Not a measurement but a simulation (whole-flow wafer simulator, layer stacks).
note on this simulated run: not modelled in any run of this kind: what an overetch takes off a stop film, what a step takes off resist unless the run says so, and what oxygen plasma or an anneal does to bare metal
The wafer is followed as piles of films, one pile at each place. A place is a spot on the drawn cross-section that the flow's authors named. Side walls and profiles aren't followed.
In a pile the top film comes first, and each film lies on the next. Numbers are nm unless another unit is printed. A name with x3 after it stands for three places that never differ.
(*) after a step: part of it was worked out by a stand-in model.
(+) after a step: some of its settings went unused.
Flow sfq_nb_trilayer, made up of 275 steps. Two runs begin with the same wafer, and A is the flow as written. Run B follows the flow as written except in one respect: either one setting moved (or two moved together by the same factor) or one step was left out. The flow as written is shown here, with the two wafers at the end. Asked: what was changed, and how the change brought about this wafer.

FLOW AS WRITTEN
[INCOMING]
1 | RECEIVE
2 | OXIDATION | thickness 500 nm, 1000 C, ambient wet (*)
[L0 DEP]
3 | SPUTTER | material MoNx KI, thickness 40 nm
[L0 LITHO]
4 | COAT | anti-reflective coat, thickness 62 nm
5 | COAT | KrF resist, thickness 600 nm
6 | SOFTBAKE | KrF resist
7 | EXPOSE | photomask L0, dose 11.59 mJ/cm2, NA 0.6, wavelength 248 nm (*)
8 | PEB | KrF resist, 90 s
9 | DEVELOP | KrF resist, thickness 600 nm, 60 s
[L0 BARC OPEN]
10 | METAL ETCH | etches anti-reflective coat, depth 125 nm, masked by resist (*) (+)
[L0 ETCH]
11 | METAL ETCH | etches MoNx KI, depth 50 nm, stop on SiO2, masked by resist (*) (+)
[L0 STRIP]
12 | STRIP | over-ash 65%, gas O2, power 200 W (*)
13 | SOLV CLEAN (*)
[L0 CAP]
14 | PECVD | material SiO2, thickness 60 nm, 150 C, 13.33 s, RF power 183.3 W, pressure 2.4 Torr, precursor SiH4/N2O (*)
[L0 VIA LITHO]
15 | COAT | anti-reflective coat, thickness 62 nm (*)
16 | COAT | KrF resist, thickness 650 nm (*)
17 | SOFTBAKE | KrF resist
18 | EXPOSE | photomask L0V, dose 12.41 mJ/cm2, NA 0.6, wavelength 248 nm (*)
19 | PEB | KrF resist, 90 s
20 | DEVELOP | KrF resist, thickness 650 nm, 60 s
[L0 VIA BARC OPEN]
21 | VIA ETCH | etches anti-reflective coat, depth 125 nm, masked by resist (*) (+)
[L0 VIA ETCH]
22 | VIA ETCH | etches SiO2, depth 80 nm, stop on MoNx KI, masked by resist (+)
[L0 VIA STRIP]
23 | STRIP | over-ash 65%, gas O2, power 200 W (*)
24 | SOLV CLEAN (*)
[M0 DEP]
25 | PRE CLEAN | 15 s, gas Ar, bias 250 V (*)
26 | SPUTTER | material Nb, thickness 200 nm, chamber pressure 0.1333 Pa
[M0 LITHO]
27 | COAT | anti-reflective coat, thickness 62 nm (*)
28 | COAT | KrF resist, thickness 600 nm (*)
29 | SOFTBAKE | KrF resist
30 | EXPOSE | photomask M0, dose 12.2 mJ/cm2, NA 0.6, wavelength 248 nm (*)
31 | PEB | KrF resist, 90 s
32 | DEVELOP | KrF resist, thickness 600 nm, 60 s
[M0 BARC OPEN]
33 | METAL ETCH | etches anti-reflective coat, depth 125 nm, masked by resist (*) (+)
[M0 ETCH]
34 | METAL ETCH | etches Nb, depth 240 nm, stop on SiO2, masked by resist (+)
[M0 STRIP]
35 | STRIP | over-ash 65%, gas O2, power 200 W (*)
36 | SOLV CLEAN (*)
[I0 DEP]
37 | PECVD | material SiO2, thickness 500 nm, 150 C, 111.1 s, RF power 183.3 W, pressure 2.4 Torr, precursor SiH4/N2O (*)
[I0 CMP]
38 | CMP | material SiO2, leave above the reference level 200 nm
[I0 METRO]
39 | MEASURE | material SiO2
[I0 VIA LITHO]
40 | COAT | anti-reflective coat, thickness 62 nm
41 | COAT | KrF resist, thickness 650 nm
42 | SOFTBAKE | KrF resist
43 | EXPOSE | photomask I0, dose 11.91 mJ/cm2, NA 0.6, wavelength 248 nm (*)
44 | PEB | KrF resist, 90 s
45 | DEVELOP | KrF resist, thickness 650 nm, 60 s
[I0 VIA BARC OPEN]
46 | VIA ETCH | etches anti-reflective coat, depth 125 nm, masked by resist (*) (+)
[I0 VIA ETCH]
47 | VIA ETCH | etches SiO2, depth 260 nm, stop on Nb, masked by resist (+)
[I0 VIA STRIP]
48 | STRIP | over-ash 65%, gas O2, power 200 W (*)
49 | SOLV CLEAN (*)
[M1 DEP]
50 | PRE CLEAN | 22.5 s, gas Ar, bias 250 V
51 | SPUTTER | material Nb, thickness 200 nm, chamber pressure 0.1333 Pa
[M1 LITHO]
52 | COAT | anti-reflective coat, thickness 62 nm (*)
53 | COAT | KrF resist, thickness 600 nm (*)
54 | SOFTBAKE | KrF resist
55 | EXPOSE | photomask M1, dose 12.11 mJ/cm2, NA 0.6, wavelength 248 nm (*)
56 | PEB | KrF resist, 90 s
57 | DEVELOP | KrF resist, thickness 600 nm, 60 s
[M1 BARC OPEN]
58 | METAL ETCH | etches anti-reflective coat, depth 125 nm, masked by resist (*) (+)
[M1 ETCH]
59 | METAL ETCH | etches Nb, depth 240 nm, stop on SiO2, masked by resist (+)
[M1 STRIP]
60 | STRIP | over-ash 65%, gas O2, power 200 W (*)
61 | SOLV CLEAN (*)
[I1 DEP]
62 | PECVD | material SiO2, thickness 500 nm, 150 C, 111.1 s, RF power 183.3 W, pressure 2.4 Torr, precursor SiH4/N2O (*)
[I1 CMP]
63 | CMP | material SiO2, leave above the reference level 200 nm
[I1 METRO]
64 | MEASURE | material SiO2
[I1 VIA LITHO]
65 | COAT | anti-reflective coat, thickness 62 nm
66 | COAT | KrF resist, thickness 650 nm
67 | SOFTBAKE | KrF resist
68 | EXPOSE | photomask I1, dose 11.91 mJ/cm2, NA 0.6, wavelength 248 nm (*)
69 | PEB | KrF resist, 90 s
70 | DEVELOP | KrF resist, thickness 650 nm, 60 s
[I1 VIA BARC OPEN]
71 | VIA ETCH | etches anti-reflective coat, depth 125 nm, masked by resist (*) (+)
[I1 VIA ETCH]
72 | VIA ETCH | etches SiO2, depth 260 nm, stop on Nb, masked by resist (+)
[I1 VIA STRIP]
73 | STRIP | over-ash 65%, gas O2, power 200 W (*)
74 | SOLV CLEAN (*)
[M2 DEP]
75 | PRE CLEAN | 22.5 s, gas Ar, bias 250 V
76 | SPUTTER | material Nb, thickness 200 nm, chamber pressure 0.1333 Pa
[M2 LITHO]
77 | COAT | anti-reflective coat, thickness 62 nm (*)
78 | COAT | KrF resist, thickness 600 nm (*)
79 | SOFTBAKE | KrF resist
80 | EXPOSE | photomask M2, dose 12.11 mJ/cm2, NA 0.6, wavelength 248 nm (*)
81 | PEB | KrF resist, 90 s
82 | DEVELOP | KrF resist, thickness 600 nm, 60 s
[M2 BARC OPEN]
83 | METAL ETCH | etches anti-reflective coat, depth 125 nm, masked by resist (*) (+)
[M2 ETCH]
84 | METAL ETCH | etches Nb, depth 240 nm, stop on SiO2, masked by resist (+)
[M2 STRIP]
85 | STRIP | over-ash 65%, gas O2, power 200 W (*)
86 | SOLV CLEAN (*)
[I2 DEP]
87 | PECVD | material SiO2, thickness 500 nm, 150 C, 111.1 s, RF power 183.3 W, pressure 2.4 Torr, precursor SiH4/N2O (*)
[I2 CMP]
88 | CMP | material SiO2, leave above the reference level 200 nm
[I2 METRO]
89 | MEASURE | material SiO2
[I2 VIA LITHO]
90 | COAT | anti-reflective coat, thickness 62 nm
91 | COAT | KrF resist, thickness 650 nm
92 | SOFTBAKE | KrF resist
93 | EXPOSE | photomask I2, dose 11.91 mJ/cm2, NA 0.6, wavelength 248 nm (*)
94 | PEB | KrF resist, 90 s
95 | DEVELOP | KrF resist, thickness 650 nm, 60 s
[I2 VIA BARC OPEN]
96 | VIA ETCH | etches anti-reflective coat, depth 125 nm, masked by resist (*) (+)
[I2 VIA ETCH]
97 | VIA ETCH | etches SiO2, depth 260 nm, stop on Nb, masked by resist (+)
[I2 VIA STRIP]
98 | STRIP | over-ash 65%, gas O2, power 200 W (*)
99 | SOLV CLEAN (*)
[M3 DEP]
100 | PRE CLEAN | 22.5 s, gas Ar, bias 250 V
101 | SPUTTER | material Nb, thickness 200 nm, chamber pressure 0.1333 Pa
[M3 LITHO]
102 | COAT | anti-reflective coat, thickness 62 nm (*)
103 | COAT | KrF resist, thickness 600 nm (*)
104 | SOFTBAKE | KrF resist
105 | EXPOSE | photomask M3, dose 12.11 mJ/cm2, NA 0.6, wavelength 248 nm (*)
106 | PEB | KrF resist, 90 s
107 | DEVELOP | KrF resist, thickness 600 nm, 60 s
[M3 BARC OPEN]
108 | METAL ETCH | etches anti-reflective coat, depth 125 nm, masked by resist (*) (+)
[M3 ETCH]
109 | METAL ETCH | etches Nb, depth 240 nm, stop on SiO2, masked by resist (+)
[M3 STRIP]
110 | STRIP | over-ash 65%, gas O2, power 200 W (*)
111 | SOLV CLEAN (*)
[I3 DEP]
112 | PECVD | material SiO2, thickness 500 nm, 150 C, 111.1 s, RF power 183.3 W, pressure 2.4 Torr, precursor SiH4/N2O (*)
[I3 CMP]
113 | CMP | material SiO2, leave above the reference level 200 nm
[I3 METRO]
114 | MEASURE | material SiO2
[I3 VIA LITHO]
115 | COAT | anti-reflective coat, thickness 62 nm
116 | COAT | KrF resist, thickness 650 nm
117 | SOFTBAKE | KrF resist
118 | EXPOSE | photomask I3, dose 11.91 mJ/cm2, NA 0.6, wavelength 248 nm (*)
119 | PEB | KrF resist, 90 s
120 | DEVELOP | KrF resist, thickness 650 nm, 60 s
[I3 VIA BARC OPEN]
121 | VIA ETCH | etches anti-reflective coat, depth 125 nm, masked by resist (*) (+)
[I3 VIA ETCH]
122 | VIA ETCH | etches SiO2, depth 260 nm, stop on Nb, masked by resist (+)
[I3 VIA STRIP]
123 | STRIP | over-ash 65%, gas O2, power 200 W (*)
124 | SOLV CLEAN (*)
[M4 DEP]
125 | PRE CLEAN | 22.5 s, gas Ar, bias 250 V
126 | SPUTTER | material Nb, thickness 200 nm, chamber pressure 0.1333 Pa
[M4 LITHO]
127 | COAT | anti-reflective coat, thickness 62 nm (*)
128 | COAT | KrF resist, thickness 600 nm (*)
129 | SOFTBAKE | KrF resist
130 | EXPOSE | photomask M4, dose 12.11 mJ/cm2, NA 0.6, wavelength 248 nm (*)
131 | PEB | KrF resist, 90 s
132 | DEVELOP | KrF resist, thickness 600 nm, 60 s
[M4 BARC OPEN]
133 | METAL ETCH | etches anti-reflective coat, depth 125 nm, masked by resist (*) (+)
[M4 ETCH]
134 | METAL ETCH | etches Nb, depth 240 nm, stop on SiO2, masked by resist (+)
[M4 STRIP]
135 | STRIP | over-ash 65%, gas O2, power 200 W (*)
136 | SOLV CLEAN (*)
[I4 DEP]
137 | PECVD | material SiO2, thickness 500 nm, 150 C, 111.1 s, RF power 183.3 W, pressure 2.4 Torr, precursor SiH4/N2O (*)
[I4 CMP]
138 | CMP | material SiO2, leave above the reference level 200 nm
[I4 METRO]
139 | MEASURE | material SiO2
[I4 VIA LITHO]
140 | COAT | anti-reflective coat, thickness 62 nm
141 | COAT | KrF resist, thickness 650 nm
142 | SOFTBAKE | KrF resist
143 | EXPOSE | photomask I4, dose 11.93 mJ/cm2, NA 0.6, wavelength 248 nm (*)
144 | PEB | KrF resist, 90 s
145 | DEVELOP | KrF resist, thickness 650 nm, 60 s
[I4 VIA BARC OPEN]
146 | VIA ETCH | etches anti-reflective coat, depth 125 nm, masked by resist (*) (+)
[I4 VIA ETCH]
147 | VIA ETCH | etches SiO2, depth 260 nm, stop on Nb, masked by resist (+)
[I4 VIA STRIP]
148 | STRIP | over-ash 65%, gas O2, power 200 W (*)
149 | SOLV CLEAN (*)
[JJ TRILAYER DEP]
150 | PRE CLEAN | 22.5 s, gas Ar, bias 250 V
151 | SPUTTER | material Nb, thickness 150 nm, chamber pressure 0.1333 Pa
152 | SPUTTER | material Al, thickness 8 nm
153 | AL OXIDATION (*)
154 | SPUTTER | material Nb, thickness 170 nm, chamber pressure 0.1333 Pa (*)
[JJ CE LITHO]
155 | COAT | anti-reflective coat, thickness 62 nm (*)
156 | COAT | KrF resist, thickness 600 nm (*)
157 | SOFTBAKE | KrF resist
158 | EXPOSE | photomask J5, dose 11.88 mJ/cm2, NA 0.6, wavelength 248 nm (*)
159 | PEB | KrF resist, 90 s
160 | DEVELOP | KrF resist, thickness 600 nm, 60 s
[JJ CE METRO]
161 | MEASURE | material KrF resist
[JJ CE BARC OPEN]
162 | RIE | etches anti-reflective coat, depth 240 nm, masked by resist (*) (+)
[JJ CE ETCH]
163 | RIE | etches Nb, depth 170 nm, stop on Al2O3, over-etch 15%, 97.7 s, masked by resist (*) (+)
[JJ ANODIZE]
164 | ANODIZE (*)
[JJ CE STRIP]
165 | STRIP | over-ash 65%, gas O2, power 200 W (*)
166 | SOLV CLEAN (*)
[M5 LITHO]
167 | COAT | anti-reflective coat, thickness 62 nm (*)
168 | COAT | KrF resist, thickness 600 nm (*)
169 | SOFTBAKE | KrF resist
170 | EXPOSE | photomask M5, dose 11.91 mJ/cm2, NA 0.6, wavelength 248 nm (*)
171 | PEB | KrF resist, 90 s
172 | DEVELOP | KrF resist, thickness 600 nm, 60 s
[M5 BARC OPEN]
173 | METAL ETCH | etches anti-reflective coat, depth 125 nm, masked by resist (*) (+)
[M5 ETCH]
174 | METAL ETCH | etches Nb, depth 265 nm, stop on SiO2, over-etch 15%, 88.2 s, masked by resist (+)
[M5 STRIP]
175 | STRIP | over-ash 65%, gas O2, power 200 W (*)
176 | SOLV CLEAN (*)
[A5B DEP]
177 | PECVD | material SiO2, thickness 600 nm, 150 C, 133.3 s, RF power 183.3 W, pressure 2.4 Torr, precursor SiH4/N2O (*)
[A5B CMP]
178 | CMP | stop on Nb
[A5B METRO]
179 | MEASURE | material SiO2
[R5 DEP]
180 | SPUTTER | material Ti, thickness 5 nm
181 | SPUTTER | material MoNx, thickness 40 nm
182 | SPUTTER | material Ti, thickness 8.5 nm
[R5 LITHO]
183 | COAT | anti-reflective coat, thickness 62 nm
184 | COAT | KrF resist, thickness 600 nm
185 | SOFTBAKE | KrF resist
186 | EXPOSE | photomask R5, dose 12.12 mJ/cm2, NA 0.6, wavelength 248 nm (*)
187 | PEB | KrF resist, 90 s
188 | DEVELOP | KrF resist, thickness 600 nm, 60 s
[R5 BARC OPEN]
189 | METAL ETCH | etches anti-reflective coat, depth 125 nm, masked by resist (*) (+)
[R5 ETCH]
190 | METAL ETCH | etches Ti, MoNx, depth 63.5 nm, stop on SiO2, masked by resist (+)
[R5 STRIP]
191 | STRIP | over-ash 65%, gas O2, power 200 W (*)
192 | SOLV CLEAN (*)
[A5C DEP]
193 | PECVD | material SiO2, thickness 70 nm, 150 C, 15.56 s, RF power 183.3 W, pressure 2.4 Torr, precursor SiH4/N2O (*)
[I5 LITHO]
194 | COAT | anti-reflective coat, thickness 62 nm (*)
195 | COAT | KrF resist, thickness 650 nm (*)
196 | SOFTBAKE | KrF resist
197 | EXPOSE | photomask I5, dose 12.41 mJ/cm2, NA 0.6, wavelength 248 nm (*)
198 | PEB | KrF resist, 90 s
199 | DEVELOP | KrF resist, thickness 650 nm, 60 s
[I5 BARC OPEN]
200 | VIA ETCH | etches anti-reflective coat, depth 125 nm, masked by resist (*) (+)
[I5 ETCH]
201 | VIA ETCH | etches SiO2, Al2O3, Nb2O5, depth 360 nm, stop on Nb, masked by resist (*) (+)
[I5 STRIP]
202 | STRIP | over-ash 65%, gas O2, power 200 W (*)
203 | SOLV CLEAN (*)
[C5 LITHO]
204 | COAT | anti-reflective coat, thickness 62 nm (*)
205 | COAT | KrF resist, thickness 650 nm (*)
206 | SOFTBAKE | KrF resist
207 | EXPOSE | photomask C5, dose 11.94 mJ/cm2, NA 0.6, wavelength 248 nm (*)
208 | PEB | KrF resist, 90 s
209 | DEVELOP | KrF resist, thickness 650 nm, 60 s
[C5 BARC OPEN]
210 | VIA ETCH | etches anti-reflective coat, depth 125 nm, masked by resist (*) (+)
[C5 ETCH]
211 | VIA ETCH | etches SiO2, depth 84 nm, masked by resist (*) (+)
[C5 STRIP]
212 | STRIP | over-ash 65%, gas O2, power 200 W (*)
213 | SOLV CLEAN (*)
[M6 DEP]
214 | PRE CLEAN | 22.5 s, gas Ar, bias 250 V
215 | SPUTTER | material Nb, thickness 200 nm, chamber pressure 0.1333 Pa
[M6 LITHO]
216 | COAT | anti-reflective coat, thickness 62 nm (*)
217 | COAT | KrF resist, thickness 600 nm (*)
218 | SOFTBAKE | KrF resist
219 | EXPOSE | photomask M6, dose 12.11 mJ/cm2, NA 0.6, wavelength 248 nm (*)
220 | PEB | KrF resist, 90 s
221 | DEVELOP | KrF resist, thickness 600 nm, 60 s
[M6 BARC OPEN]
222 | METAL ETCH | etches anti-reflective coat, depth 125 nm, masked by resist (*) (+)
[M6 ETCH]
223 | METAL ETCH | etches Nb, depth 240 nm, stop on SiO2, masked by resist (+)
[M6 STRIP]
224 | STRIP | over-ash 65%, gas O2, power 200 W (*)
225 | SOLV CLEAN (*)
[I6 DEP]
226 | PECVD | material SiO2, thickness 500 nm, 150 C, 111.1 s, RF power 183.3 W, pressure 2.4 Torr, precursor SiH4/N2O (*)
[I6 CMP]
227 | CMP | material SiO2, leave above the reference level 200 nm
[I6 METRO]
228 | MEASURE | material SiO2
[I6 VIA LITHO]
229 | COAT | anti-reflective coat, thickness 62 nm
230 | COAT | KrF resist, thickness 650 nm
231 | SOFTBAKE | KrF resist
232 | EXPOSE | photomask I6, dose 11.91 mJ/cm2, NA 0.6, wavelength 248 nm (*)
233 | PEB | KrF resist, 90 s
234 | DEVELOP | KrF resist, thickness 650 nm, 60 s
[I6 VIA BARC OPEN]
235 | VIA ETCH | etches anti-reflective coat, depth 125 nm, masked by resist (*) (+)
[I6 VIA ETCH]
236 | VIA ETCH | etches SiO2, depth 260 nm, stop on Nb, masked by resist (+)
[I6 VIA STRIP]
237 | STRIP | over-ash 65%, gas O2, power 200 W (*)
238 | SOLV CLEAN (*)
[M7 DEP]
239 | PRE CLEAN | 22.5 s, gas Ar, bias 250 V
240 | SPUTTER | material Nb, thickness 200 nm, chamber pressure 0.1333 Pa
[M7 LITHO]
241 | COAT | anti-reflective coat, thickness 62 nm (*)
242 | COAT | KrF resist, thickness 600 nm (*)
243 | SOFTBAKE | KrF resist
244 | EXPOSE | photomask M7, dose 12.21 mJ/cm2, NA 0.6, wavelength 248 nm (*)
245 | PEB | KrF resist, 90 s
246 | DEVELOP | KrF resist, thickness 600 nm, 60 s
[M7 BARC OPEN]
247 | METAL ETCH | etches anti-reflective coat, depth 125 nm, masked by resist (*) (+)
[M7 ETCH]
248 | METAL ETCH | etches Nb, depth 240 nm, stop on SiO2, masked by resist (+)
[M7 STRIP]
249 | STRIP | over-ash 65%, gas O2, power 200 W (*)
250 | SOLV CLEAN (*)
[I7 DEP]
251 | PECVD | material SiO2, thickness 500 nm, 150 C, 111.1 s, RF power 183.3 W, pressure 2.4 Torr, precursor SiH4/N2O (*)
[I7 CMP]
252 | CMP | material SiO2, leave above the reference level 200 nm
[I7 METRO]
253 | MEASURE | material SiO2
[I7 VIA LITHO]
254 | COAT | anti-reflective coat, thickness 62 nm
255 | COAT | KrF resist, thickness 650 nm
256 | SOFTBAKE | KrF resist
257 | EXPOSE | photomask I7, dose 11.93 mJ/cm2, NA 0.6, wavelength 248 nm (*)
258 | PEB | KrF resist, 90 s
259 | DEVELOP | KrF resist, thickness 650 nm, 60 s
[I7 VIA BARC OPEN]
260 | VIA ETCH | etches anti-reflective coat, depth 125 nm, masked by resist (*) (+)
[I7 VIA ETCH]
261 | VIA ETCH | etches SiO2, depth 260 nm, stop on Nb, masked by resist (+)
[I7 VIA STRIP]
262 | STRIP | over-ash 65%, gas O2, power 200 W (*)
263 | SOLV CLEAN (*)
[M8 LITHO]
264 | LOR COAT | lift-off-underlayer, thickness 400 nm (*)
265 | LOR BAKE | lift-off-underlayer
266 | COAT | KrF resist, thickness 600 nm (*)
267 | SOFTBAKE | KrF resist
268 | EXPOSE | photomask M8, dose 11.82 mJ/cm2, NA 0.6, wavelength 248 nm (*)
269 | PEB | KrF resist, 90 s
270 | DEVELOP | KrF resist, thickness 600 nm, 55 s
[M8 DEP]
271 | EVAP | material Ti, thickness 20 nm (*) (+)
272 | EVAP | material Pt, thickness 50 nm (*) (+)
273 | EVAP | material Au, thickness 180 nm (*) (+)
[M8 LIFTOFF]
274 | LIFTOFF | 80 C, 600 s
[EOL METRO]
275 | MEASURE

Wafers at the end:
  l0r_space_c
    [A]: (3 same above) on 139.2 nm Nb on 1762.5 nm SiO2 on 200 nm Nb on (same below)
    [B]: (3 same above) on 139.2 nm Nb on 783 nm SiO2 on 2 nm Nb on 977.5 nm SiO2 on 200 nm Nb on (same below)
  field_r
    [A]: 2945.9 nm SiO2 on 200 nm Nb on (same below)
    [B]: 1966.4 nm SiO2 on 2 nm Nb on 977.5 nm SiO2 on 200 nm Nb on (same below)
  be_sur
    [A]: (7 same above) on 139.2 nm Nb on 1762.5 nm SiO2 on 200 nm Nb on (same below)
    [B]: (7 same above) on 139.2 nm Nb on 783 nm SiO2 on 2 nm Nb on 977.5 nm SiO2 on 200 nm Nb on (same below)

What caused this: step 109, METAL ETCH: depth 198 nm was run, while the flow as written has depth 240 nm.

The path from the change to this, step by step:
  109 | METAL ETCH | etches Nb, depth 240 nm, stop on SiO2, masked by resist (+)
      field_l, be, be_sur and 72 more: A -200 Nb (all of it) | B -198 Nb
      v_sur, via_wl, via_w and 28 more: A -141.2 KrF resist | B -116.5 KrF resist
  110 | STRIP | over-ash 65%, gas O2, power 200 W (*)
      p4_w1, p4_w2, p4_w3 and 21 more: A -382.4 KrF resist (all of it), -62 anti-reflective coat (all of it) | B -407.1 KrF resist (all of it), -62 anti-reflective coat (all of it)
      via_wl, via_wr: A -384.2 KrF resist (all of it), -34.2 anti-reflective coat (all of it) | B -408.9 KrF resist (all of it), -34.2 anti-reflective coat (all of it)
      (as well as at 5 more places)
  112 | PECVD | material SiO2, thickness 500 nm, 150 C, 111.1 s, RF power 183.3 W, pressure 2.4 Torr, precursor SiH4/N2O (*)
      field_l, be, be_sur and 64 more: A +500 SiO2 | B +500 SiO2 (new film)
      p4_g1, p4_g2, p3_s0, p3_s1, p3_s2, p3_s3, p3_s4, p3_s5: A +557.1 SiO2 | B +555.1 SiO2 (new film)
If metal films that touch count as one body, l0r_space_c has 3 bodies (between them, from the top down: SiO2 783; SiO2 977.5); the flow as written gives 2 bodies (between them, from the top down: SiO2 1762.5).
If metal films that touch count as one body, field_r has 2 bodies (between them, from the top down: SiO2 977.5); the flow as written gives 1 body.
If metal films that touch count as one body, be_sur has 5 bodies (between them, from the top down: SiO2 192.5; SiO2 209 / Al2O3 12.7 / Nb2O5 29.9; SiO2 783; SiO2 977.5); the flow as written gives 4 bodies (between them, from the top down: SiO2 192.5; SiO2 209 / Al2O3 12.7 / Nb2O5 29.9; SiO2 1762.5).
